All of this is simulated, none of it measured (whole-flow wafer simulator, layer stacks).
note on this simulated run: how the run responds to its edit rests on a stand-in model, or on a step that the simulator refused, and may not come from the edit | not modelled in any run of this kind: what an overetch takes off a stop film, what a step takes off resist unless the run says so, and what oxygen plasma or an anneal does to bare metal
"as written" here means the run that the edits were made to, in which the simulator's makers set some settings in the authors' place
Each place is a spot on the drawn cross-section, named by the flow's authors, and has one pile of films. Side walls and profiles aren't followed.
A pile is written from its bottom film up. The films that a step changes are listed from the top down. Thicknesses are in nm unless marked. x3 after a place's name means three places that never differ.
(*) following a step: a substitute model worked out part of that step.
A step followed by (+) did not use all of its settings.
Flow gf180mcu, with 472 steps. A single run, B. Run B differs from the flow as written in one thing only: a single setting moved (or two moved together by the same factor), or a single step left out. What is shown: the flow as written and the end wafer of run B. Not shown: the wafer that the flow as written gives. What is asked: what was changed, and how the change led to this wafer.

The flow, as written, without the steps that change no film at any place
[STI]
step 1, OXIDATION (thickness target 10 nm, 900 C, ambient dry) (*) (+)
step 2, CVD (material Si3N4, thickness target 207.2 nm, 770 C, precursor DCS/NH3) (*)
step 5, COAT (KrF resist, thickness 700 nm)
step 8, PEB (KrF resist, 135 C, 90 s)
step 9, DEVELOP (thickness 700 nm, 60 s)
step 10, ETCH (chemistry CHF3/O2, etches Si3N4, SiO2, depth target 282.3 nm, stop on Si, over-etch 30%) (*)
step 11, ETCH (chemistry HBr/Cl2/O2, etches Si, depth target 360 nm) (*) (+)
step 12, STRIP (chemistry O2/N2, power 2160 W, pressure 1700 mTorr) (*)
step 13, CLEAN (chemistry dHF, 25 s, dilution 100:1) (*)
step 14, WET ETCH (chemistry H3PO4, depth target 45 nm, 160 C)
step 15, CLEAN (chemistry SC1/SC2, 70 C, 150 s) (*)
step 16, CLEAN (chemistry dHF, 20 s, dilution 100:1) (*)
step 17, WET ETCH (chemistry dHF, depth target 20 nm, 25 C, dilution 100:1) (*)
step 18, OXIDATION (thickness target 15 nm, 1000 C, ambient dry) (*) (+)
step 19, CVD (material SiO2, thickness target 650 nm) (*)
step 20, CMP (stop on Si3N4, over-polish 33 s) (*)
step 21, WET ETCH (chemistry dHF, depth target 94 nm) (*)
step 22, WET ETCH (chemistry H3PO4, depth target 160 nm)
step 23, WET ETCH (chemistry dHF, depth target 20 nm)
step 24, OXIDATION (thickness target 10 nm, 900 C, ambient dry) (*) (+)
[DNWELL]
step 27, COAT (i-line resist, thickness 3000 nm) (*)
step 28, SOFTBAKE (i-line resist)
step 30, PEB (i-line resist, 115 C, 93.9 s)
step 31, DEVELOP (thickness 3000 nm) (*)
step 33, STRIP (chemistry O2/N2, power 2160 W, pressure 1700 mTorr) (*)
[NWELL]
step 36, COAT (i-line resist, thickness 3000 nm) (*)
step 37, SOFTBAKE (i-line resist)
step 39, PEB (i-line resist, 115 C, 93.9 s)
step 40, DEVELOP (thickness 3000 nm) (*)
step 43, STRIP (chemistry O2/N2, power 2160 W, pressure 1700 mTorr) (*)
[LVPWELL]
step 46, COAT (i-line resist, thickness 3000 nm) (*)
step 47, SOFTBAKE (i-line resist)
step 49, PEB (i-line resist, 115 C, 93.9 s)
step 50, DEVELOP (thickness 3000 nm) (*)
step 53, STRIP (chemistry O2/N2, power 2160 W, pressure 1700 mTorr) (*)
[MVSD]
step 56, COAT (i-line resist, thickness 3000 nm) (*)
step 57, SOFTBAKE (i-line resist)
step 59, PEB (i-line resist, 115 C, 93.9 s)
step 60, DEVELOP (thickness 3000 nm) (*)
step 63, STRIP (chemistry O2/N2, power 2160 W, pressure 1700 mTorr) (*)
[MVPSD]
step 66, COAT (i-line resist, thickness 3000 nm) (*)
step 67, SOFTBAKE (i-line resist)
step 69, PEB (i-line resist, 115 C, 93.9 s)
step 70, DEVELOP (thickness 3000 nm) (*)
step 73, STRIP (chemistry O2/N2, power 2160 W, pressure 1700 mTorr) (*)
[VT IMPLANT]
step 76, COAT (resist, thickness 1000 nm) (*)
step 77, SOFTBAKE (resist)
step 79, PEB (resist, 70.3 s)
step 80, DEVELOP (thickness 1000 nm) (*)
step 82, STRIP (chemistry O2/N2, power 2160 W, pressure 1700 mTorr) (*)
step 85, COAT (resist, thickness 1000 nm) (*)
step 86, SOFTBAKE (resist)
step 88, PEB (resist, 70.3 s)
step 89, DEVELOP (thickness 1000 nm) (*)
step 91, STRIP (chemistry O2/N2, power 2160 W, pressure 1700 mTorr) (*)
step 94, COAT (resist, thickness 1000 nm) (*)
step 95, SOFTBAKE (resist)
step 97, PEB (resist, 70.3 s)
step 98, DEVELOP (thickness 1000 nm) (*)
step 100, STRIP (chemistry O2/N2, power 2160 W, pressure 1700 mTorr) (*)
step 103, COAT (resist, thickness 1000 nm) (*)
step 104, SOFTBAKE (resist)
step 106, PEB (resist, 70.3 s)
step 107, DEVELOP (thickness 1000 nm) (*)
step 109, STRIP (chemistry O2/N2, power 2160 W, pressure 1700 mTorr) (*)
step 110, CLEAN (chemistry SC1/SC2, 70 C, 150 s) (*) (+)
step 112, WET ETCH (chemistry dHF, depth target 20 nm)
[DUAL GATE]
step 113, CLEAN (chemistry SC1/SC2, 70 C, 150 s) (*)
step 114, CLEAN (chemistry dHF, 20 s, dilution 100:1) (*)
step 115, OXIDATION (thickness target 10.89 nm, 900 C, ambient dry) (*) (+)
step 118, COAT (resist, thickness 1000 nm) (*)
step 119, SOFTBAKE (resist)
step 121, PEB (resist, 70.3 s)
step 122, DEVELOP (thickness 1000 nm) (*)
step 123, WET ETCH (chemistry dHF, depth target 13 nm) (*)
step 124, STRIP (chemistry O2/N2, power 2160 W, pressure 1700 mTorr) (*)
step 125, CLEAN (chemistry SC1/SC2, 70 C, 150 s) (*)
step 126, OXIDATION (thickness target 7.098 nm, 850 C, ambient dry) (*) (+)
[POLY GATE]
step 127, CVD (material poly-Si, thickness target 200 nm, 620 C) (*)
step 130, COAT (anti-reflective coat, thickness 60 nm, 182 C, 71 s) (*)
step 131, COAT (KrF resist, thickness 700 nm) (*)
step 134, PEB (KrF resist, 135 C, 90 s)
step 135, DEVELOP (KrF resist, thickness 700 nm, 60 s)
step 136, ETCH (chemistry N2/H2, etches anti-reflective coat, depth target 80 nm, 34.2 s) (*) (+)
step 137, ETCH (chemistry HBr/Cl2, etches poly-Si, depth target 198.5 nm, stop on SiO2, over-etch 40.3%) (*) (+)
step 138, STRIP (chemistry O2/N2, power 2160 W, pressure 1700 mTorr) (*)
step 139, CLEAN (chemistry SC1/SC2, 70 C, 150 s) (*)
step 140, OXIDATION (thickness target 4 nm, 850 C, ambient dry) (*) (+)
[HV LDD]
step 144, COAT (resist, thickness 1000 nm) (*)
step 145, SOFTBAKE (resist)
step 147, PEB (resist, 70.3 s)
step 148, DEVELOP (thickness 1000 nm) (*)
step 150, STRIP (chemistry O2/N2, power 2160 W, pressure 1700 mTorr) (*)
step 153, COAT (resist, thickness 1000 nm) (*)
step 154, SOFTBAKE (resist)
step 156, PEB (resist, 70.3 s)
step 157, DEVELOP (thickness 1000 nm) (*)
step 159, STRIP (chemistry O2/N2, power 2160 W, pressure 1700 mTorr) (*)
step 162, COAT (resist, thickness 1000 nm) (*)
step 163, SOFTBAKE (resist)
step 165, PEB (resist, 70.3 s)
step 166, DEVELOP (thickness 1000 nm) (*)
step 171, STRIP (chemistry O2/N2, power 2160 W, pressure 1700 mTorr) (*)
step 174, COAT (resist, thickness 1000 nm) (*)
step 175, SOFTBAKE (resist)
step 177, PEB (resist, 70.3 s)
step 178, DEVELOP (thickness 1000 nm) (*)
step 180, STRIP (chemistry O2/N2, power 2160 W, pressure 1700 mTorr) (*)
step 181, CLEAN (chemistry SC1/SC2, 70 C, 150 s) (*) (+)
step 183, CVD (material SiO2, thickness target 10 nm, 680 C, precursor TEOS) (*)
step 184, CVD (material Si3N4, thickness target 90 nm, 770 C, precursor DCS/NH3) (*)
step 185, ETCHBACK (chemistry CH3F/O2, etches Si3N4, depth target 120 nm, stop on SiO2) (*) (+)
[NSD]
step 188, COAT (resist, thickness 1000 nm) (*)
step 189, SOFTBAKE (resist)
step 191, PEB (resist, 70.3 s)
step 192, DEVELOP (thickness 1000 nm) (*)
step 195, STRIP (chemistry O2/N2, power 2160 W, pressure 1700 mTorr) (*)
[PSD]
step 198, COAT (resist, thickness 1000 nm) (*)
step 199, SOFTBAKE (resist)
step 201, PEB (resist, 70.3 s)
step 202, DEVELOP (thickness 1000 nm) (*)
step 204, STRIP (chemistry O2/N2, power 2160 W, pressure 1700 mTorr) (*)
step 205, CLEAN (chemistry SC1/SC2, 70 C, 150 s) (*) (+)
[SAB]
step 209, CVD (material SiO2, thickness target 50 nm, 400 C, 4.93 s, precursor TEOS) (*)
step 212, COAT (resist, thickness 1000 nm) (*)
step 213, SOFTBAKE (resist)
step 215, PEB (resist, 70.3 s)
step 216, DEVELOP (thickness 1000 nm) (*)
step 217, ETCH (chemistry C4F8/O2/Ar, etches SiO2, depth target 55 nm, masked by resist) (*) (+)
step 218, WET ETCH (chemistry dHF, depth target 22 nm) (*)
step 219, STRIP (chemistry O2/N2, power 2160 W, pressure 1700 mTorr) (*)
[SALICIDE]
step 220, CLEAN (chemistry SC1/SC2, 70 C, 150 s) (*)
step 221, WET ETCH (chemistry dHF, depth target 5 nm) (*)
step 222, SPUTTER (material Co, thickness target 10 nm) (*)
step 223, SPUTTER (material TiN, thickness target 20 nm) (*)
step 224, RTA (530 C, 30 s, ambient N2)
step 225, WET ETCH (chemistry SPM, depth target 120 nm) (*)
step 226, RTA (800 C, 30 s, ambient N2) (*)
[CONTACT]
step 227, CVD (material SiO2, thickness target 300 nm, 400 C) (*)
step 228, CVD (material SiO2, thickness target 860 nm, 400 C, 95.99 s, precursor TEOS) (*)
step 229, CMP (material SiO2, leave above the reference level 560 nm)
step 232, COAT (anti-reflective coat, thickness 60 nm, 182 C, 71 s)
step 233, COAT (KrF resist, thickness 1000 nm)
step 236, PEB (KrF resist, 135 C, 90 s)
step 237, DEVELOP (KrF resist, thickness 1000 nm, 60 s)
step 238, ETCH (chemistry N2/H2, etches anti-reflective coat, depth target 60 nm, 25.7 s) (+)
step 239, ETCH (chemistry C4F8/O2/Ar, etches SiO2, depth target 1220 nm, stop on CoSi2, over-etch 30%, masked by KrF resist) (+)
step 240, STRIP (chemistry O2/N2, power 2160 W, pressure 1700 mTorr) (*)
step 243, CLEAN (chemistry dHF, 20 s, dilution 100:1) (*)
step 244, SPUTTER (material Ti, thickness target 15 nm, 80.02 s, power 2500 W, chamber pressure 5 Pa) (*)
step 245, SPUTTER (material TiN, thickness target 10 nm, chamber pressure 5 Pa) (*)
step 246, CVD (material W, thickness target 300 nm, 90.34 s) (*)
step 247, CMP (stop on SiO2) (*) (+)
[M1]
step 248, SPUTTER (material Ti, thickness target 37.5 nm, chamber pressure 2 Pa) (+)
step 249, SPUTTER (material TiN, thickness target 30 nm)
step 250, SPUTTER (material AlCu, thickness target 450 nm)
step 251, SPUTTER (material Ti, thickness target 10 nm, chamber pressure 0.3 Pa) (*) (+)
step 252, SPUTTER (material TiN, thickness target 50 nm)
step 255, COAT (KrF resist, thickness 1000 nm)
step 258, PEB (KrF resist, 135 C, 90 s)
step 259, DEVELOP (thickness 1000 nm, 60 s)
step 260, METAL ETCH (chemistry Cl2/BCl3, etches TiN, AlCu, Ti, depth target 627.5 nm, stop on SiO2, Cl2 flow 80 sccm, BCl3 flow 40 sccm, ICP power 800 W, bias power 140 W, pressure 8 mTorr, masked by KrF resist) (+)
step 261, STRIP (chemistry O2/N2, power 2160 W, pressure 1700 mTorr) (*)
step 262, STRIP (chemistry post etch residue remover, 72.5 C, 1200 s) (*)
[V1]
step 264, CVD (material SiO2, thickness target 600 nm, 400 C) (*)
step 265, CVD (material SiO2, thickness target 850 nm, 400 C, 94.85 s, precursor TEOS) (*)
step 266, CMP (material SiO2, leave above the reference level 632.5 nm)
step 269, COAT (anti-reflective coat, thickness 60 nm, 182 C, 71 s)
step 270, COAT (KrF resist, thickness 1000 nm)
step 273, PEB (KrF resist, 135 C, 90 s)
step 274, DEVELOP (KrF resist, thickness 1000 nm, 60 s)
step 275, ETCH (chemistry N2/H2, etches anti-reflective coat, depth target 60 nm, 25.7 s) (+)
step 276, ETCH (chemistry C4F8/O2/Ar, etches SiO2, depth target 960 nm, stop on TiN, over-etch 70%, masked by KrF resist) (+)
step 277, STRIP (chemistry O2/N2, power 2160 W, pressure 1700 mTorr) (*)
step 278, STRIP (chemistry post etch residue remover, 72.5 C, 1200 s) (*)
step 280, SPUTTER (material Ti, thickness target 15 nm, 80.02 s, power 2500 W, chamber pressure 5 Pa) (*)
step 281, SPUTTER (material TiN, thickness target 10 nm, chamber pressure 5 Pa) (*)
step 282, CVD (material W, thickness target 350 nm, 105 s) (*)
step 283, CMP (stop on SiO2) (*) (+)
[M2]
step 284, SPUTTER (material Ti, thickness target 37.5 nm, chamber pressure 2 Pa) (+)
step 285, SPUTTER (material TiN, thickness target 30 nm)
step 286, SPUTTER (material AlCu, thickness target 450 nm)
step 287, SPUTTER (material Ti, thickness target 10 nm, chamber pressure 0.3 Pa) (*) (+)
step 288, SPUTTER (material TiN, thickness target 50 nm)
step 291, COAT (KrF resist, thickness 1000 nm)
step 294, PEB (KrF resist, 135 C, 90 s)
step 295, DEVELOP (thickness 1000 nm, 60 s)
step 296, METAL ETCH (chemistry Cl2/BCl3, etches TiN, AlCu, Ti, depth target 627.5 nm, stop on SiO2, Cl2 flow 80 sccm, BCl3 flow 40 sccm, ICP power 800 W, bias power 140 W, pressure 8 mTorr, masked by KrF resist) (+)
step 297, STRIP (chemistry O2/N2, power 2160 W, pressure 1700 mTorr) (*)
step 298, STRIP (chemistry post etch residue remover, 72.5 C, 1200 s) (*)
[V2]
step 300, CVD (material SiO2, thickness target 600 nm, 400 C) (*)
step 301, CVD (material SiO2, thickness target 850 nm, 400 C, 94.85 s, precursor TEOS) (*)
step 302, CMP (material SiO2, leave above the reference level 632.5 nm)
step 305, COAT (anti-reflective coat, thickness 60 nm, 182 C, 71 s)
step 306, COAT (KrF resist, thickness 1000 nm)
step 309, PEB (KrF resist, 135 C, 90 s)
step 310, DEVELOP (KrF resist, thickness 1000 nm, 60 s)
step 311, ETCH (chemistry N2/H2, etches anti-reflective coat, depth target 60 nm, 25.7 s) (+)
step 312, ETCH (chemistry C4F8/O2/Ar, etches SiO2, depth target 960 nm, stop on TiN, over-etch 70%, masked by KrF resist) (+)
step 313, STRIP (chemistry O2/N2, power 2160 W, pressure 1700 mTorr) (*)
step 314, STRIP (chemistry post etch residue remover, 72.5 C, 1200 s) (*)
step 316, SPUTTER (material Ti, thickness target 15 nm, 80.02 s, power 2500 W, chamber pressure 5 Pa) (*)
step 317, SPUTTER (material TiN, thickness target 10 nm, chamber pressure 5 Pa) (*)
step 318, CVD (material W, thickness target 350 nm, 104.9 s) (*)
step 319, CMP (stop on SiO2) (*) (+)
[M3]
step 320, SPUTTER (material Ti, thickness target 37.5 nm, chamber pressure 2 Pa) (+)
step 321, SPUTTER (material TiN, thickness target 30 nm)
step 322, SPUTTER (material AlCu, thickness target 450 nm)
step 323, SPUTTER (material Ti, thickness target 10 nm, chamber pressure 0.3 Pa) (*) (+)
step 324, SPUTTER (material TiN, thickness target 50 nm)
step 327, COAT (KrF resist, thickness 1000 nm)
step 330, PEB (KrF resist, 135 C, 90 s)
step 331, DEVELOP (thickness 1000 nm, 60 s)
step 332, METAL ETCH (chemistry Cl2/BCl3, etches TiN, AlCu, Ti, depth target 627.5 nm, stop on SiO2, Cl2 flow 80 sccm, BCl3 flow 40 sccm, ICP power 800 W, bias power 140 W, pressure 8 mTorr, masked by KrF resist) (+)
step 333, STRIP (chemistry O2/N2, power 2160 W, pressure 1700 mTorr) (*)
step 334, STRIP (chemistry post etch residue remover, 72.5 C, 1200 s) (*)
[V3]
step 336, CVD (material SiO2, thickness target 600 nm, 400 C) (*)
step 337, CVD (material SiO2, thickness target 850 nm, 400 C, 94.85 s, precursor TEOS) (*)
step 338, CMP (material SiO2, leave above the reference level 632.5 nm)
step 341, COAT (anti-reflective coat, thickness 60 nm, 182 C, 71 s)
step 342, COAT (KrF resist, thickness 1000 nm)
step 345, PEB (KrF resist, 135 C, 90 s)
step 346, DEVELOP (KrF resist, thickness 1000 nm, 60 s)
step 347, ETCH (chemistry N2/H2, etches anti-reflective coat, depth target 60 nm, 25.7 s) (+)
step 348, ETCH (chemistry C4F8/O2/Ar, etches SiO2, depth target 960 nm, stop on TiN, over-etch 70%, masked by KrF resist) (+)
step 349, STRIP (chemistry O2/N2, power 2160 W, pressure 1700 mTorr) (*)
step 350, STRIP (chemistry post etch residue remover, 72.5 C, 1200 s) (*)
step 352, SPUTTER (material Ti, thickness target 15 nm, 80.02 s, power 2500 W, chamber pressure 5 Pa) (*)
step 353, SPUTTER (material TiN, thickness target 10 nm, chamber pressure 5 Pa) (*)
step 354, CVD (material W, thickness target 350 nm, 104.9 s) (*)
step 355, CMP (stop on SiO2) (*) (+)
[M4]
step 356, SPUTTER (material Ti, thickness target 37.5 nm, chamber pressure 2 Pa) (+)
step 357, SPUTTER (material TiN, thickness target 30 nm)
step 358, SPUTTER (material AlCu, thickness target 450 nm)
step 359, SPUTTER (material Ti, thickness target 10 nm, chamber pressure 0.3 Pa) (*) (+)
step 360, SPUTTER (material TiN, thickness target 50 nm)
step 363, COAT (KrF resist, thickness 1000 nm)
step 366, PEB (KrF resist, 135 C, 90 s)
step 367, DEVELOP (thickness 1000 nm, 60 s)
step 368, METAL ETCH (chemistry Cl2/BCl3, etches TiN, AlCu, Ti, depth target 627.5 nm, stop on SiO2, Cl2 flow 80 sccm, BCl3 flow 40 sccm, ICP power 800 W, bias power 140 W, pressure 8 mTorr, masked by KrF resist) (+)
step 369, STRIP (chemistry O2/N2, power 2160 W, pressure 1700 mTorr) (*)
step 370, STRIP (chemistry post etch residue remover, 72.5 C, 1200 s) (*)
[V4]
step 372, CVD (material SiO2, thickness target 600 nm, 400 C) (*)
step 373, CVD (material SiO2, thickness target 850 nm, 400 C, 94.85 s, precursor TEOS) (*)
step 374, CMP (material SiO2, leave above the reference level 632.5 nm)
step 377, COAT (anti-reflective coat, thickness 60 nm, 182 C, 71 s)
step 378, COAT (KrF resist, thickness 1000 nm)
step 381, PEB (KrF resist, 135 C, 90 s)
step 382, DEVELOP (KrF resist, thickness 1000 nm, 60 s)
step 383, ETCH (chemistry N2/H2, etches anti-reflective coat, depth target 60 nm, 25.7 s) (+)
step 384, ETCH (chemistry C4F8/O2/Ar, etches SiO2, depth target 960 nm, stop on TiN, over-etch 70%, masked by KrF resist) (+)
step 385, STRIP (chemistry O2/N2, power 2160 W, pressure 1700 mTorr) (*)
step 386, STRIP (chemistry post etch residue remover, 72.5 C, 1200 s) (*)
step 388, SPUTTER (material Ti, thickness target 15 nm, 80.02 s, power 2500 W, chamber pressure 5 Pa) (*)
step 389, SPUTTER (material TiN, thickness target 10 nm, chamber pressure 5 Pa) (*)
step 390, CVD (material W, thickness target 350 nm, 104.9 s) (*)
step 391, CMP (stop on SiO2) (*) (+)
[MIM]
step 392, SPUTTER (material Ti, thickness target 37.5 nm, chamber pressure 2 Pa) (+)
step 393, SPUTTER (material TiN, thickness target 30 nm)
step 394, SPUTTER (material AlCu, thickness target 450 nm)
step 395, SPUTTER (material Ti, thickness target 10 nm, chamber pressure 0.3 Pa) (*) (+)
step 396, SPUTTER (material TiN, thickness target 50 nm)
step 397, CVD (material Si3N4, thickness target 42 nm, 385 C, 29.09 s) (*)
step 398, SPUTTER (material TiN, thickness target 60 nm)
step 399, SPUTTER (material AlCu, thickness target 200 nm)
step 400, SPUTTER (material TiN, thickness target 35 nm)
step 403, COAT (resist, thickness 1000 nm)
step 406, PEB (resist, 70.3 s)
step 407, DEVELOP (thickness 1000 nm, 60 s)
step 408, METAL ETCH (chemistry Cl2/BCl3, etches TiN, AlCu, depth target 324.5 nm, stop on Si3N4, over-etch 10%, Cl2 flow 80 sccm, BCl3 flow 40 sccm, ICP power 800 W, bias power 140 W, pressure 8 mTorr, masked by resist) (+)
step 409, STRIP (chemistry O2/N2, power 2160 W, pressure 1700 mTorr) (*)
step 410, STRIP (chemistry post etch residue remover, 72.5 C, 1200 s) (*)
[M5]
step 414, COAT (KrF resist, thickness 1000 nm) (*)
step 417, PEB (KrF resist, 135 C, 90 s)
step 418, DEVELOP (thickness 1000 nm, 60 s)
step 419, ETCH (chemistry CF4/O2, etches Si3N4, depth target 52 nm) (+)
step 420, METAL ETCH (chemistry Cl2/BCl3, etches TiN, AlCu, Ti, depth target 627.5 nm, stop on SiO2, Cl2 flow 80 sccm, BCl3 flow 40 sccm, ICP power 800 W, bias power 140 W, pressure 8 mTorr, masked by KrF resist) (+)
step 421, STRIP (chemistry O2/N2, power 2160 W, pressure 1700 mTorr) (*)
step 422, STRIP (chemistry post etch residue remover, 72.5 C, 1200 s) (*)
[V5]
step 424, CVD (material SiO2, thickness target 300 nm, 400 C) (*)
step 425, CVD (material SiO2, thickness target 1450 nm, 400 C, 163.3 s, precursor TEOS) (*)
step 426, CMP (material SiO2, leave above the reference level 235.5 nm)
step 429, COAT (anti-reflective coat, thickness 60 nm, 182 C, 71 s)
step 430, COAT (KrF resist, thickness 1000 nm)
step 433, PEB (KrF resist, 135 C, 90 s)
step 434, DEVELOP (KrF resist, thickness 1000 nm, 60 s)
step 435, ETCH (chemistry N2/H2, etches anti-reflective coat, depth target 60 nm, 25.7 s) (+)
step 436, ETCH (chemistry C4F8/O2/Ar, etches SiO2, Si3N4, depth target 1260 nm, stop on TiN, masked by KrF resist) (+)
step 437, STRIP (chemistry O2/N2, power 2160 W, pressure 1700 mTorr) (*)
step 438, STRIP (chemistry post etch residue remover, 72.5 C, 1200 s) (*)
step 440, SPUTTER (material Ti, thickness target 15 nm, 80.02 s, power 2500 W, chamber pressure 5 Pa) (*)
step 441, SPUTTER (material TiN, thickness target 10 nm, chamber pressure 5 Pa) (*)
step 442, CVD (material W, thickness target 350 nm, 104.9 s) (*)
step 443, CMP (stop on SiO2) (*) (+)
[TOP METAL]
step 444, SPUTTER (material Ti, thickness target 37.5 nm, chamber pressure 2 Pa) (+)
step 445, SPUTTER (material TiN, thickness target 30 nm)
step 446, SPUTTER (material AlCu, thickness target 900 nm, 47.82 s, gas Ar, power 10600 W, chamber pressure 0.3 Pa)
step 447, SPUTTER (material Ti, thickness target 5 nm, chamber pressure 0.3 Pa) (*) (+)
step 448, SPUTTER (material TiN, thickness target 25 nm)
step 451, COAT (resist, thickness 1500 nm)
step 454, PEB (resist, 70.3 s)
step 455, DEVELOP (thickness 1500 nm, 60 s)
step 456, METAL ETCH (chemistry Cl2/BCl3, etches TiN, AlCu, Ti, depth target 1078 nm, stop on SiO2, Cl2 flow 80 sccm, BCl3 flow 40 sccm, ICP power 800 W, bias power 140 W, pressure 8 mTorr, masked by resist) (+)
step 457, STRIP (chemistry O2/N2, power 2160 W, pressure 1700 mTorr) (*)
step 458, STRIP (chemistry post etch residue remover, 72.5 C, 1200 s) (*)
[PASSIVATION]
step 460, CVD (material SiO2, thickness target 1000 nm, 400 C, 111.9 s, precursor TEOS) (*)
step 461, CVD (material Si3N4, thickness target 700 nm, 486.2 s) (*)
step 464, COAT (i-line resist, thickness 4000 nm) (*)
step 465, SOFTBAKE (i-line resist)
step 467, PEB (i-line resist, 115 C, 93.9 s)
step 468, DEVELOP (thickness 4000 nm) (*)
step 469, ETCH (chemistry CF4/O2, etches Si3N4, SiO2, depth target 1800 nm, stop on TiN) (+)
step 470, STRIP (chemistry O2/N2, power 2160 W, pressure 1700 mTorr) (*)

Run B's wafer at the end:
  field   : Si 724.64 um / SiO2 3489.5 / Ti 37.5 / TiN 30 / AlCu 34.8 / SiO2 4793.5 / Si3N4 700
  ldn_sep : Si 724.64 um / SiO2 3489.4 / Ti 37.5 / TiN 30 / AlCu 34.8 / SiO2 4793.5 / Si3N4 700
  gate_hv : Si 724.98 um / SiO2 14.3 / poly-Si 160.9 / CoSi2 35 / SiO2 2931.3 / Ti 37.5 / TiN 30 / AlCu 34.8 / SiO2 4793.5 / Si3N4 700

The reason: step 322, SPUTTER: thickness target 608 nm was run, though the flow has thickness target 450 nm.

The path from the change to this, step by step:
  step 322, SPUTTER (material AlCu, thickness target 450 nm)
      field, field__w1, field__w2 and 108 more: AlCu gains 608 (new film) (as written it would have been: AlCu gains 450 (new film))
  step 332, METAL ETCH (chemistry Cl2/BCl3, etches TiN, AlCu, Ti, depth target 627.5 nm, stop on SiO2, Cl2 flow 80 sccm, BCl3 flow 40 sccm, ICP power 800 W, bias power 140 W, pressure 8 mTorr, masked by KrF resist) (+)
      field, field__w1, field__w2 and 103 more: TiN loses 50 (all of it), Ti loses 10 (all of it), AlCu loses 567.5 (as written it would have been: TiN loses 50 (all of it), Ti loses 10 (all of it), AlCu loses 450 (all of it), TiN loses 30 (all of it), Ti loses 37.5 (all of it))
  step 334, STRIP (chemistry post etch residue remover, 72.5 C, 1200 s) (*)
      field, field__w1, field__w2 and 103 more: AlCu loses 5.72 (as written it would have been: nothing)
  step 336, CVD (material SiO2, thickness target 600 nm, 400 C) (*)
      field, field__w1, field__w2 and 103 more: SiO2 gains 600 (new film) (as written it would have been: SiO2 gains 600)
  step 338, CMP (material SiO2, leave above the reference level 632.5 nm)
      field, field__w1, field__w2 and 103 more: SiO2 loses 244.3 (as written it would have been: SiO2 loses 300)
With metal films that touch counted as one body, field has 1 body; the flow as written gives 0 bodies.
With metal films that touch counted as one body, ldn_sep has 1 body; the flow as written gives 0 bodies.
With metal films that touch counted as one body, gate_hv has 2 bodies (between them, from the top down: SiO2 2931.3); the flow as written gives 1 body.
